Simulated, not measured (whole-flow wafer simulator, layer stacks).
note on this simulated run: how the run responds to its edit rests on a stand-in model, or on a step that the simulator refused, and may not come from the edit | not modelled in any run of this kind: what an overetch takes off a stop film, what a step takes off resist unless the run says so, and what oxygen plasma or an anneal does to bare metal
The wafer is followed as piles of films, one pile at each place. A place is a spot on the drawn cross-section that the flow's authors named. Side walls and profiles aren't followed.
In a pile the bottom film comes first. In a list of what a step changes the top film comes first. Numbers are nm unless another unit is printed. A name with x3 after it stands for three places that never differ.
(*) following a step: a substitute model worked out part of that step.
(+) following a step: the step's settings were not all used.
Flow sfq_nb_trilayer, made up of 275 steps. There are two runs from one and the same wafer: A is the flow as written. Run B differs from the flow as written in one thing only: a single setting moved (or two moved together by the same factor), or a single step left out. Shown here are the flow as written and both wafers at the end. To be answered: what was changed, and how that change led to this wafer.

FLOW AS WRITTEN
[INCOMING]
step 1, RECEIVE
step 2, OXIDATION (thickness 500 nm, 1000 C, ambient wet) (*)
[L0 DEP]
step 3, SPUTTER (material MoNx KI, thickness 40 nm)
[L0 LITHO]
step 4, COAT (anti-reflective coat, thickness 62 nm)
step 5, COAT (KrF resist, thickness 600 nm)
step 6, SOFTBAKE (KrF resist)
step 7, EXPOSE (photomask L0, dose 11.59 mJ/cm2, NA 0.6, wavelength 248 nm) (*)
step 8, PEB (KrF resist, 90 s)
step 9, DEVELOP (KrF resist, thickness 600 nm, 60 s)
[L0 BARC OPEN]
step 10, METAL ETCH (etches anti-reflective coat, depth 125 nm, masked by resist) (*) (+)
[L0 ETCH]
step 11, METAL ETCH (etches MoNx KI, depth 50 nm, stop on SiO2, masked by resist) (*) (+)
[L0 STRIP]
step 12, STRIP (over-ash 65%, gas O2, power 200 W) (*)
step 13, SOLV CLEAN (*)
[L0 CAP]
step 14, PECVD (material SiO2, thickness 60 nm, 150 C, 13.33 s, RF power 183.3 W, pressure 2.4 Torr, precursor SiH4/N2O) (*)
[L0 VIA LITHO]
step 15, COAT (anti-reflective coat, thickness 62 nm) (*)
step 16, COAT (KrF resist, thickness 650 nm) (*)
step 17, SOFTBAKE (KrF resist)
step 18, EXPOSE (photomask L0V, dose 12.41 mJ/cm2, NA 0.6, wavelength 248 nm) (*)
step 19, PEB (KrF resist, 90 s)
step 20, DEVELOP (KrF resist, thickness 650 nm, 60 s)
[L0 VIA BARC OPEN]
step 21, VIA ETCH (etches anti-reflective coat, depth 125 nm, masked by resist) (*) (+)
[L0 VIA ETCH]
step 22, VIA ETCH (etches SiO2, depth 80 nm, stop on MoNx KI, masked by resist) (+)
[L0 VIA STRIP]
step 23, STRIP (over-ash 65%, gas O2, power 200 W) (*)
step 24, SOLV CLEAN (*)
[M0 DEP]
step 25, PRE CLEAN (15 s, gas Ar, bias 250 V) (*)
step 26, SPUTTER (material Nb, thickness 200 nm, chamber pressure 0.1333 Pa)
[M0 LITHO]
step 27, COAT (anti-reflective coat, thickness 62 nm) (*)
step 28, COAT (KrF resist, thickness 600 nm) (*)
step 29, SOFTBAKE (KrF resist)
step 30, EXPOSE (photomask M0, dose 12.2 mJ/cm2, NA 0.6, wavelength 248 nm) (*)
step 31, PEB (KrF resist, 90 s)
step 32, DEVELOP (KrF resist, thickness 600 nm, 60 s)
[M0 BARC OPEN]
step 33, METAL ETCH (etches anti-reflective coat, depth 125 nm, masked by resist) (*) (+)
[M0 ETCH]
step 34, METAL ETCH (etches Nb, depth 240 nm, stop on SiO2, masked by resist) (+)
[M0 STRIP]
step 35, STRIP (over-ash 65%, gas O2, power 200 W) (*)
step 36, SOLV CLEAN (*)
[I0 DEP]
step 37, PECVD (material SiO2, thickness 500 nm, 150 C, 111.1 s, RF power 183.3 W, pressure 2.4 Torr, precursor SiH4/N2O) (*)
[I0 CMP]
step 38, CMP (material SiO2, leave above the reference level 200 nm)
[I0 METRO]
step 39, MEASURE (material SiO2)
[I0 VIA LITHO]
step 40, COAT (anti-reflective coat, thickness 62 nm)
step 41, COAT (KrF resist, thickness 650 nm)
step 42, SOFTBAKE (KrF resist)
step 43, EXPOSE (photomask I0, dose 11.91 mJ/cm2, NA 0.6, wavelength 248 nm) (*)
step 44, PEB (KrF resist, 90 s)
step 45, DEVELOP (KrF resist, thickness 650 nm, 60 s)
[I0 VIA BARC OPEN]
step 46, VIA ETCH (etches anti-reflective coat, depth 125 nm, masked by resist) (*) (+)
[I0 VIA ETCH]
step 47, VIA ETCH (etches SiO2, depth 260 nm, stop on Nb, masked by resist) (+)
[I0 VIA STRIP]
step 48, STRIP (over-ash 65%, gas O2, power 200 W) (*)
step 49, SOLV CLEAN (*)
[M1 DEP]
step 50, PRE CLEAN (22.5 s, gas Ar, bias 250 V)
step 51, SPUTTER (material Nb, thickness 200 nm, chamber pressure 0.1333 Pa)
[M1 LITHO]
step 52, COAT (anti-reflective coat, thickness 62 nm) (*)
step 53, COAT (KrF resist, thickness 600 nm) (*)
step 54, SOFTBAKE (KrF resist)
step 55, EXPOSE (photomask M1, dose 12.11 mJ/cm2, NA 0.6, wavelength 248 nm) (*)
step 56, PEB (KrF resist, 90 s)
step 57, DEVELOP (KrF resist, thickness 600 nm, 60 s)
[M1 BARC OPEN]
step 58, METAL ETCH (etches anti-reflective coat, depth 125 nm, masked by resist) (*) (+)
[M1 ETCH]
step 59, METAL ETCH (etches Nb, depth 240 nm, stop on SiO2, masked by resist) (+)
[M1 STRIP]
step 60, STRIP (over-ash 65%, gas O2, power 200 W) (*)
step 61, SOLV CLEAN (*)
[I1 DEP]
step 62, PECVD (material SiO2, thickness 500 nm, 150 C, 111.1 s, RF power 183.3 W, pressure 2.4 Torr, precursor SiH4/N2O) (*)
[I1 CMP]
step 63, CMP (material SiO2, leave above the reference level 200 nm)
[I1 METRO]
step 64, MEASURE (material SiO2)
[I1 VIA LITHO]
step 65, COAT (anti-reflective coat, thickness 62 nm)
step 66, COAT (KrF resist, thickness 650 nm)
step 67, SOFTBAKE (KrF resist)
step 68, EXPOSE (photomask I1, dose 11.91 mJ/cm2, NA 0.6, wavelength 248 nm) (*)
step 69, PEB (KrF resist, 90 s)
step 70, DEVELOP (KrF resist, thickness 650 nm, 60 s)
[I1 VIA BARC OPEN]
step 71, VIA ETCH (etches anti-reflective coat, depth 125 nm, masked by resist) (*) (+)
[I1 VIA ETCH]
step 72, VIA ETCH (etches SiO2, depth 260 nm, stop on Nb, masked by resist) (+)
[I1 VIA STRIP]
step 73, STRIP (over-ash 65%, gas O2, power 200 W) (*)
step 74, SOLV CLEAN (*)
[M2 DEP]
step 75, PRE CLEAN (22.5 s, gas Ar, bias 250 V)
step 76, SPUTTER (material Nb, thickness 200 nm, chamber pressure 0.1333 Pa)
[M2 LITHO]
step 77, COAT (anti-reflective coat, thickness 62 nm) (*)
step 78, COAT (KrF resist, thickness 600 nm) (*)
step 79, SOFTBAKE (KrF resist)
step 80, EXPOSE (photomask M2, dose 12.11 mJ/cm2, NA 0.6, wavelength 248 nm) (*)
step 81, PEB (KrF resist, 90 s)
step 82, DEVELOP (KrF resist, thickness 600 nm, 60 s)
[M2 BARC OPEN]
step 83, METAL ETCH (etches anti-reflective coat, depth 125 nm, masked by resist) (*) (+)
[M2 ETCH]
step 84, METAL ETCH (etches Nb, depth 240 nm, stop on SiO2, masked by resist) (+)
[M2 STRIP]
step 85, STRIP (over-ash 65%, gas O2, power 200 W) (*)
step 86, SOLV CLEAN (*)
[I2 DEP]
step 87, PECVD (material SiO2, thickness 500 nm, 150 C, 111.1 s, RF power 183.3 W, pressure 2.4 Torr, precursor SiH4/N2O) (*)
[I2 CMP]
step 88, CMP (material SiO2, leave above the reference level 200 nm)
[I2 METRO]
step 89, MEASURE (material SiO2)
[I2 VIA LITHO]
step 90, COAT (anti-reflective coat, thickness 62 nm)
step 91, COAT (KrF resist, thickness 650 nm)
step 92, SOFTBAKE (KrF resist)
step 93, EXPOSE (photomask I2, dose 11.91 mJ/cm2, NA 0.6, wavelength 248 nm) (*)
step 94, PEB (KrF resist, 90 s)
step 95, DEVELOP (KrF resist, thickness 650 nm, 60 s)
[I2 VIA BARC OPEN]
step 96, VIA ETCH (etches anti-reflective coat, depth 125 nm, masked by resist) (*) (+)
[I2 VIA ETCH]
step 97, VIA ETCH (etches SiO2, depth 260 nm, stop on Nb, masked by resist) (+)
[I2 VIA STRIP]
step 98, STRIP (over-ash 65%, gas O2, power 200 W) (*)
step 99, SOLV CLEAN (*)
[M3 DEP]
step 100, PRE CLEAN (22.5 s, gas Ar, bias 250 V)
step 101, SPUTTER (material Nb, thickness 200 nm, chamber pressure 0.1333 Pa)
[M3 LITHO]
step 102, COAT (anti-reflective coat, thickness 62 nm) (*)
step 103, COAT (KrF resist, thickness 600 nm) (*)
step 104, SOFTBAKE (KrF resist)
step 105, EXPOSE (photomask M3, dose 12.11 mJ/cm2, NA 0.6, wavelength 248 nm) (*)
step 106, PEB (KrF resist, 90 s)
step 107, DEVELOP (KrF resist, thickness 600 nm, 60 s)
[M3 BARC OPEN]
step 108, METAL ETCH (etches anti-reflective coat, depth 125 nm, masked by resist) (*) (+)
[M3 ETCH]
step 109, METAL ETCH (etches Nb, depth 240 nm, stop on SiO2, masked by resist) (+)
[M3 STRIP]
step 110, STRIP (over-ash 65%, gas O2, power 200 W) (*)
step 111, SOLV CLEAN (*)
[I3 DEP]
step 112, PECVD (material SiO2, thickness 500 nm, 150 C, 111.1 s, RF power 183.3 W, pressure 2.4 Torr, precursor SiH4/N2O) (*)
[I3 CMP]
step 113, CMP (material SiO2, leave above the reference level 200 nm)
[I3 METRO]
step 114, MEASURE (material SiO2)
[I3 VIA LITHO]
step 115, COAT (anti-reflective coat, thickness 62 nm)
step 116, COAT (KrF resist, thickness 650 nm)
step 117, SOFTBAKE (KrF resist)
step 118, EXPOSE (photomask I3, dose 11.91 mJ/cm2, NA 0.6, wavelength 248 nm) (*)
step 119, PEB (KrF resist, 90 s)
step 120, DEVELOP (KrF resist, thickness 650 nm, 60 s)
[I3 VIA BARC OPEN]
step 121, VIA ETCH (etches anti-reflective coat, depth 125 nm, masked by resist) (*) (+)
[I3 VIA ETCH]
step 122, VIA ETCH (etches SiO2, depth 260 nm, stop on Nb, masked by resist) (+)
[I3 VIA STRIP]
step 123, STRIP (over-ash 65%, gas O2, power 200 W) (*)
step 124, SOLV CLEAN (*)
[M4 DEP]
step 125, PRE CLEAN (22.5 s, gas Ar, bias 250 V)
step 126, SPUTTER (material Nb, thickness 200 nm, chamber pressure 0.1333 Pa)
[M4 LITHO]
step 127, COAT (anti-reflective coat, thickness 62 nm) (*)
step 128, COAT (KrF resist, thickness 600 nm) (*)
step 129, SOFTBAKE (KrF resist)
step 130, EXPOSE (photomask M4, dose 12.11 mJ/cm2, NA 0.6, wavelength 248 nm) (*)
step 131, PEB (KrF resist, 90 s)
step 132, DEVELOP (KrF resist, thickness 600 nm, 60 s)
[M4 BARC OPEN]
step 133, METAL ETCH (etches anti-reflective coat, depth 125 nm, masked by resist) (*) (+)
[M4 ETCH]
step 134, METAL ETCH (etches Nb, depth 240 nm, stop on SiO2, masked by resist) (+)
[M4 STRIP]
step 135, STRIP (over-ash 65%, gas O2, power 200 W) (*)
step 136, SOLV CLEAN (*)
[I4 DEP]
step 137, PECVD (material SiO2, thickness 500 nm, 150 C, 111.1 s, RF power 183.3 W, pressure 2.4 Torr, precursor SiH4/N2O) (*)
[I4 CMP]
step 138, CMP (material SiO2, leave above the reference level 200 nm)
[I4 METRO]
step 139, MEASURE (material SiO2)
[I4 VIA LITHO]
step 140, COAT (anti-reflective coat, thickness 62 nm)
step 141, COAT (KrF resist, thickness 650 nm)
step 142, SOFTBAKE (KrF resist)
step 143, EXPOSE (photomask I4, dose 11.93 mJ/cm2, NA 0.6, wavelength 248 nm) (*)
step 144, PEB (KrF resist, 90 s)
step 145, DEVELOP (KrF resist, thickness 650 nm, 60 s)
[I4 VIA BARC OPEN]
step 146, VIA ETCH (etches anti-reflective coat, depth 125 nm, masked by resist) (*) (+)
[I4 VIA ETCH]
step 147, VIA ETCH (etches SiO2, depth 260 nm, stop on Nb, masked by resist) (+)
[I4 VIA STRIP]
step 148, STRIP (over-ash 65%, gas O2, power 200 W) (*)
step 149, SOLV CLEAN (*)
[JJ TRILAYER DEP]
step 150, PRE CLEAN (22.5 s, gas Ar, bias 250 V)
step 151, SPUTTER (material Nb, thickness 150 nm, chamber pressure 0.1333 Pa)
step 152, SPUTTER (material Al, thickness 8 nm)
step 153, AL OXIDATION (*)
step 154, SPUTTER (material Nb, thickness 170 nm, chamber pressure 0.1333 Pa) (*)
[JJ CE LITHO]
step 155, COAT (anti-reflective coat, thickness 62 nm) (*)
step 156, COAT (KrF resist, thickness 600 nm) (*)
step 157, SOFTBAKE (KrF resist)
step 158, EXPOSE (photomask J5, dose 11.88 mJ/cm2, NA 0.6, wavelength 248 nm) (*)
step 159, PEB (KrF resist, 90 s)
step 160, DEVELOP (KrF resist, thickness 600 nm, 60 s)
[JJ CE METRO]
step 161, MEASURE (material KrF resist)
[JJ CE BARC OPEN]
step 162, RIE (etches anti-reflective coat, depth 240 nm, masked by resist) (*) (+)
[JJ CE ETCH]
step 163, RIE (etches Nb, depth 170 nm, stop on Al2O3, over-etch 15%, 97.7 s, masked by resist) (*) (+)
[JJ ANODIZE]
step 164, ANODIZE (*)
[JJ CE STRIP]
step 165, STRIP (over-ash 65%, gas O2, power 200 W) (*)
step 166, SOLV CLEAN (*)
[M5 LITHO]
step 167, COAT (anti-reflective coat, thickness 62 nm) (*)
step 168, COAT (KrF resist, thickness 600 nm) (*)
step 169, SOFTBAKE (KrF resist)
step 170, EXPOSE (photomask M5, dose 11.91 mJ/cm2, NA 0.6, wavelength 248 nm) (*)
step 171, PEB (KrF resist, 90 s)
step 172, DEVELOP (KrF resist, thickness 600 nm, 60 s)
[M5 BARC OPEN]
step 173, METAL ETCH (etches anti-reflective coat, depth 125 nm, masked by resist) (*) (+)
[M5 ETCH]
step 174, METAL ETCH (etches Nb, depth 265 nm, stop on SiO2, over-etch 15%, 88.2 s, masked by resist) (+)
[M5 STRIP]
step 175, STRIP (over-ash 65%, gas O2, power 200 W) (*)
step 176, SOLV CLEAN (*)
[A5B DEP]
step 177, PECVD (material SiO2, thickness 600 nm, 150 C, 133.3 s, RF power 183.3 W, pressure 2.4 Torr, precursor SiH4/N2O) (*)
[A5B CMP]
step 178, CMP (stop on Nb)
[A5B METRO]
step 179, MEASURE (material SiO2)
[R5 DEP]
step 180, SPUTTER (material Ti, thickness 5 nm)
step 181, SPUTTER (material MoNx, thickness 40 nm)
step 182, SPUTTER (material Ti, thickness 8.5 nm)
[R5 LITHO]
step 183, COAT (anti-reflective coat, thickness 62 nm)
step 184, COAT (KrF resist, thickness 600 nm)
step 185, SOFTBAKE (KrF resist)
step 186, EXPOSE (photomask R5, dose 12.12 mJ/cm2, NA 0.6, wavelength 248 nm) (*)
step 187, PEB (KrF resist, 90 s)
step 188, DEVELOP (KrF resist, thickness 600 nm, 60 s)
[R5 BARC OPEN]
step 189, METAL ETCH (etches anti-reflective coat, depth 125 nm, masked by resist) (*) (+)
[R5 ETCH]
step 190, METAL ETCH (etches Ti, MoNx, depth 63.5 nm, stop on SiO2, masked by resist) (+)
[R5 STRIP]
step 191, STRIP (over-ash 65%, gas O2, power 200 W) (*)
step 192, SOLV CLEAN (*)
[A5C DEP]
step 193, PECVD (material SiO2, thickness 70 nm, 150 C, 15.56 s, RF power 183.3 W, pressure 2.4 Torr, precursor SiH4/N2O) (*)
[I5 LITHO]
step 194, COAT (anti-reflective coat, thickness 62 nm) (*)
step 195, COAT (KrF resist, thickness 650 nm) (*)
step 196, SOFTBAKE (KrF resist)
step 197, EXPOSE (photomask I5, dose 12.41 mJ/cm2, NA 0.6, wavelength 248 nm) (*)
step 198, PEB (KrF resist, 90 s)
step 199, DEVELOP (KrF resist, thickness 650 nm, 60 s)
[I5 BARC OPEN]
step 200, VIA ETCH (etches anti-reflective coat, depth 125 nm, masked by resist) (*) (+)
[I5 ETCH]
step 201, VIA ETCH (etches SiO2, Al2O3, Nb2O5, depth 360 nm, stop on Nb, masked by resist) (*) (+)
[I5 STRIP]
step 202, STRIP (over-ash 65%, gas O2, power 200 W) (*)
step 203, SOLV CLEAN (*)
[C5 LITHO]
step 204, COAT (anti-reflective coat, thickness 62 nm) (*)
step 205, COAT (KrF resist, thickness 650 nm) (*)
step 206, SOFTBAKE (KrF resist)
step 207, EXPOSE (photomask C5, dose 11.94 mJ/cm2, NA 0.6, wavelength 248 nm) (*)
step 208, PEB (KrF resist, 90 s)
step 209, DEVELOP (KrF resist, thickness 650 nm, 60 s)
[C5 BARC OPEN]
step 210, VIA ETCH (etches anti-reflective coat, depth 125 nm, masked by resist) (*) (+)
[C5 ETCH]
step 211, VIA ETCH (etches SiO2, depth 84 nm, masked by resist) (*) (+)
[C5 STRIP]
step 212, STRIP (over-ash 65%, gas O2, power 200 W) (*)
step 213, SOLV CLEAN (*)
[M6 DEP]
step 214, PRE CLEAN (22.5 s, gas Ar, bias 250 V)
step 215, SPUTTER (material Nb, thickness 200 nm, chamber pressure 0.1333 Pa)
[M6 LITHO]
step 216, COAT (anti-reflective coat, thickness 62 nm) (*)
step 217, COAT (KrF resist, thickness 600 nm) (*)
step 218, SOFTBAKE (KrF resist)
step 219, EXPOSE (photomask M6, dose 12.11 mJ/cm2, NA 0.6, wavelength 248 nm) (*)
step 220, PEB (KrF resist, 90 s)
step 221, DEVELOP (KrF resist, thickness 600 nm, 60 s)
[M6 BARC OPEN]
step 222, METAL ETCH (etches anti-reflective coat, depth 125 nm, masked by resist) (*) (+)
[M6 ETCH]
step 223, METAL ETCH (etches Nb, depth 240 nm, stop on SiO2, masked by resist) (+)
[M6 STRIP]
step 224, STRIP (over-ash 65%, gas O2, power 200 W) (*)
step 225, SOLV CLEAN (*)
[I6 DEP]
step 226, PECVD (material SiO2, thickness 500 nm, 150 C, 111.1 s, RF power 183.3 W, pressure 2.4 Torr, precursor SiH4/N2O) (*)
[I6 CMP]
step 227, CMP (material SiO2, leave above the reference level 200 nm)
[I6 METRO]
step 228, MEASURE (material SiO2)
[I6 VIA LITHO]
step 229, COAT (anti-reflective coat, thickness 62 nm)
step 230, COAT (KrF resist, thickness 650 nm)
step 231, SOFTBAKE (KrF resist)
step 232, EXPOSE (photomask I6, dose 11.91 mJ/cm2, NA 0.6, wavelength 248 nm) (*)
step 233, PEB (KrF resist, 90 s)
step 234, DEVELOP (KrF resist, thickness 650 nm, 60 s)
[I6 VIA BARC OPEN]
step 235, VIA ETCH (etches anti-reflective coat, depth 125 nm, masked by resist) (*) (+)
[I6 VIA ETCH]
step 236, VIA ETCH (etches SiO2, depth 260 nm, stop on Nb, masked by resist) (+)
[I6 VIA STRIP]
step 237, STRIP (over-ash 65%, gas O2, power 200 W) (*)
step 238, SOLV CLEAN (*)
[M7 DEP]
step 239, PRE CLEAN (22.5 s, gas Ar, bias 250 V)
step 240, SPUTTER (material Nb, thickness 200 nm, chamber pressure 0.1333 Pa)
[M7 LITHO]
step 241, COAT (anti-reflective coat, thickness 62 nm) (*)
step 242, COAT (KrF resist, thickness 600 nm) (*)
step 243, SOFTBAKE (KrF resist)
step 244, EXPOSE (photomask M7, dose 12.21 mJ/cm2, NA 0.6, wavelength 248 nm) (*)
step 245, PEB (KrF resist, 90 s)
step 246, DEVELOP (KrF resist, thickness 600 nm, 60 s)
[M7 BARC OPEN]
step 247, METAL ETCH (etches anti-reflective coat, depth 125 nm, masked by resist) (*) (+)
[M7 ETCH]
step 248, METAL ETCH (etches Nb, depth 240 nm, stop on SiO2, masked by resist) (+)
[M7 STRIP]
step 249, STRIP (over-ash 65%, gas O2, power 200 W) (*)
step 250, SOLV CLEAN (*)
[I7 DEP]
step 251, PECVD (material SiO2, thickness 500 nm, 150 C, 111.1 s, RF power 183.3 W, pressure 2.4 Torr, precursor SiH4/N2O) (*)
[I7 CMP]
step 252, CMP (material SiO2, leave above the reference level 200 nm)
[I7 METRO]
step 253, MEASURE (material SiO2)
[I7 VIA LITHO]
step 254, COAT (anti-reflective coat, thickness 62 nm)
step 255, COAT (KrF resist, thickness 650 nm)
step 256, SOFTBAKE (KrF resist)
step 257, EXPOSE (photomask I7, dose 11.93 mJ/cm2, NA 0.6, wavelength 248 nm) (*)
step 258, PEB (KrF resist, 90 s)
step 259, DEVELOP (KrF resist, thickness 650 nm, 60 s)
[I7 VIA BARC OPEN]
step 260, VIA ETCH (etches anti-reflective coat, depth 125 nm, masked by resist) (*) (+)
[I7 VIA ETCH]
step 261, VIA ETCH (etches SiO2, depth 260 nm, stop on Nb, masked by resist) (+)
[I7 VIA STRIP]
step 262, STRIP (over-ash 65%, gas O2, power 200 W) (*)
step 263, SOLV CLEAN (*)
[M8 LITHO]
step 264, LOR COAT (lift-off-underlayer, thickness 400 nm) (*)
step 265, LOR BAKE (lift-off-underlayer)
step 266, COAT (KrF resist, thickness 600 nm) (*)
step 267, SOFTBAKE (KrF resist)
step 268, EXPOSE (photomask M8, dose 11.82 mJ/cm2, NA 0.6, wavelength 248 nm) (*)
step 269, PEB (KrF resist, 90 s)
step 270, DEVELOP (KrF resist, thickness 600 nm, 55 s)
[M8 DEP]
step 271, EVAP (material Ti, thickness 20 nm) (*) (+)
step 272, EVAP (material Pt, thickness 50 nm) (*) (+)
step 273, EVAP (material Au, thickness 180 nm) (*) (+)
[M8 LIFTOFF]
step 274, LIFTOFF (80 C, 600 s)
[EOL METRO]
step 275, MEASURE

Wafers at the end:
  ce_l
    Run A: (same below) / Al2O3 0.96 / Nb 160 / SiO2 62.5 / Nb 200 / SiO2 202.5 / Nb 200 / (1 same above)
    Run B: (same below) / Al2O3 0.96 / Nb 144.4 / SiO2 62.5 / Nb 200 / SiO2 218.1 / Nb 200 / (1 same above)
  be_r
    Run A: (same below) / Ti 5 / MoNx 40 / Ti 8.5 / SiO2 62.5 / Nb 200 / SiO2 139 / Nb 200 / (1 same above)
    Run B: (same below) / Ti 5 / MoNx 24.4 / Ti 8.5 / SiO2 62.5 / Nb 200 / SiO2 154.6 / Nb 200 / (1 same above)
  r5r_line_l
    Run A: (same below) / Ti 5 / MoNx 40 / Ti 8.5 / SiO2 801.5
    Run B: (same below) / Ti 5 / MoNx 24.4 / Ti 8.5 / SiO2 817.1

The reason: step 181, SPUTTER: thickness 24.4 nm was run, though the flow has thickness 40 nm.
One can read it off the wafer: be_r has MoNx 24.4, and step 181 as written asks for 40 nm.

The path from the change to this, step by step:
  step 181, SPUTTER (material MoNx, thickness 40 nm)
      field_l, v_sur, via_wl and 103 more: A MoNx gains 40 (new film) | B MoNx gains 24.4 (new film)
  step 190, METAL ETCH (etches Ti, MoNx, depth 63.5 nm, stop on SiO2, masked by resist) (+)
      field_l, v_sur, via_wl and 92 more: A Ti loses 8.5 (all of it), MoNx loses 40 (all of it), Ti loses 5 (all of it) | B Ti loses 8.5 (all of it), MoNx loses 24.4 (all of it), Ti loses 5 (all of it)
      ce_l, c5j, ce_r, wl_jj: A Ti loses 8.5 (all of it), MoNx loses 40 (all of it), Ti loses 5 (all of it), Nb loses 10 | B Ti loses 8.5 (all of it), MoNx loses 24.4 (all of it), Ti loses 5 (all of it), Nb loses 25.6
  step 194, COAT (anti-reflective coat, thickness 62 nm) (*)
      wl_j_sl, wl_j_sr: A anti-reflective coat gains 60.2 (new film) | B anti-reflective coat gains 57.6 (new film)
      r5r_spacepad_l, r5r_spacepad_r: A anti-reflective coat gains 84.4 (new film) | B anti-reflective coat gains 77.7 (new film)
      (as well as at 15 more places)
  step 202, STRIP (over-ash 65%, gas O2, power 200 W) (*)
      wl_j_sl, wl_j_sr: A KrF resist loses 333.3 (all of it), anti-reflective coat loses 60.2 (all of it) | B KrF resist loses 333.4 (all of it), anti-reflective coat loses 57.6 (all of it)
      r5r_spacepad_l, r5r_spacepad_r: A KrF resist loses 335.6 (all of it), anti-reflective coat loses 84.4 (all of it) | B KrF resist loses 335 (all of it), anti-reflective coat loses 77.7 (all of it)
      (as well as at 15 more places)
  step 204, COAT (anti-reflective coat, thickness 62 nm) (*)
      wl_j_sl, wl_j_sr: A anti-reflective coat gains 60.2 (new film) | B anti-reflective coat gains 57.6 (new film)
      r5r_spacepad_l, r5r_spacepad_r: A anti-reflective coat gains 84.4 (new film) | B anti-reflective coat gains 77.7 (new film)
      (as well as at 15 more places)
  step 210, VIA ETCH (etches anti-reflective coat, depth 125 nm, masked by resist) (*) (+)
      field_l, v_sur, via_wl and 101 more: A KrF resist loses 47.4 | B KrF resist loses 48.4
      c5j: A anti-reflective coat loses 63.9 (all of it), SiO2 loses 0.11 | B anti-reflective coat loses 68.2 (all of it), SiO2 loses 0.09
      (as well as at 1 more place)
  step 212, STRIP (over-ash 65%, gas O2, power 200 W) (*)
      wl_j_sl, wl_j_sr: A KrF resist loses 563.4 (all of it), anti-reflective coat loses 60.2 (all of it) | B KrF resist loses 562.4 (all of it), anti-reflective coat loses 57.6 (all of it)
      r5r_spacepad_l, r5r_spacepad_r: A KrF resist loses 565.8 (all of it), anti-reflective coat loses 84.4 (all of it) | B KrF resist loses 564 (all of it), anti-reflective coat loses 77.7 (all of it)
      (as well as at 13 more places)
  step 216, COAT (anti-reflective coat, thickness 62 nm) (*)
      r5r_line_l, r5r_line_c, r5r_line_r: A anti-reflective coat gains 50 (new film) | B anti-reflective coat gains 52.7 (new film)
      wl_j_sl, wl_j_sr: A anti-reflective coat gains 60.2 (new film) | B anti-reflective coat gains 57.7 (new film)
      (as well as at 12 more places)
  step 222, METAL ETCH (etches anti-reflective coat, depth 125 nm, masked by resist) (*) (+)
      r5r_line_l, r5r_line_c, r5r_line_r: A anti-reflective coat loses 50 (all of it) | B anti-reflective coat loses 52.7 (all of it)
      r5r_spacepad_l, r5r_spacepad_r: A anti-reflective coat loses 85.7 (all of it) | B anti-reflective coat loses 78.3 (all of it)
      (as well as at 2 more places)
  step 224, STRIP (over-ash 65%, gas O2, power 200 W) (*)
      wl_j_sl, wl_j_sr: A KrF resist loses 382.5 (all of it), anti-reflective coat loses 60.2 (all of it) | B KrF resist loses 382.4 (all of it), anti-reflective coat loses 57.7 (all of it)
      jj_sur: A KrF resist loses 378.5 (all of it), anti-reflective coat loses 56.1 (all of it) | B KrF resist loses 377.6 (all of it), anti-reflective coat loses 53.3 (all of it)
      (as well as at 7 more places)
  step 226, PECVD (material SiO2, thickness 500 nm, 150 C, 111.1 s, RF power 183.3 W, pressure 2.4 Torr, precursor SiH4/N2O) (*)
      r5r_spacepad_l, r5r_spacepad_r: A SiO2 gains 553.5 | B SiO2 gains 535.4
  step 227, CMP (material SiO2, leave above the reference level 200 nm)
      ce_l, ce_r, wl_jj: A SiO2 loses 290 | B SiO2 loses 274.4
      be_r, r_sur, r_end: A SiO2 loses 353.5 | B SiO2 loses 337.9
      (as well as at 7 more places)
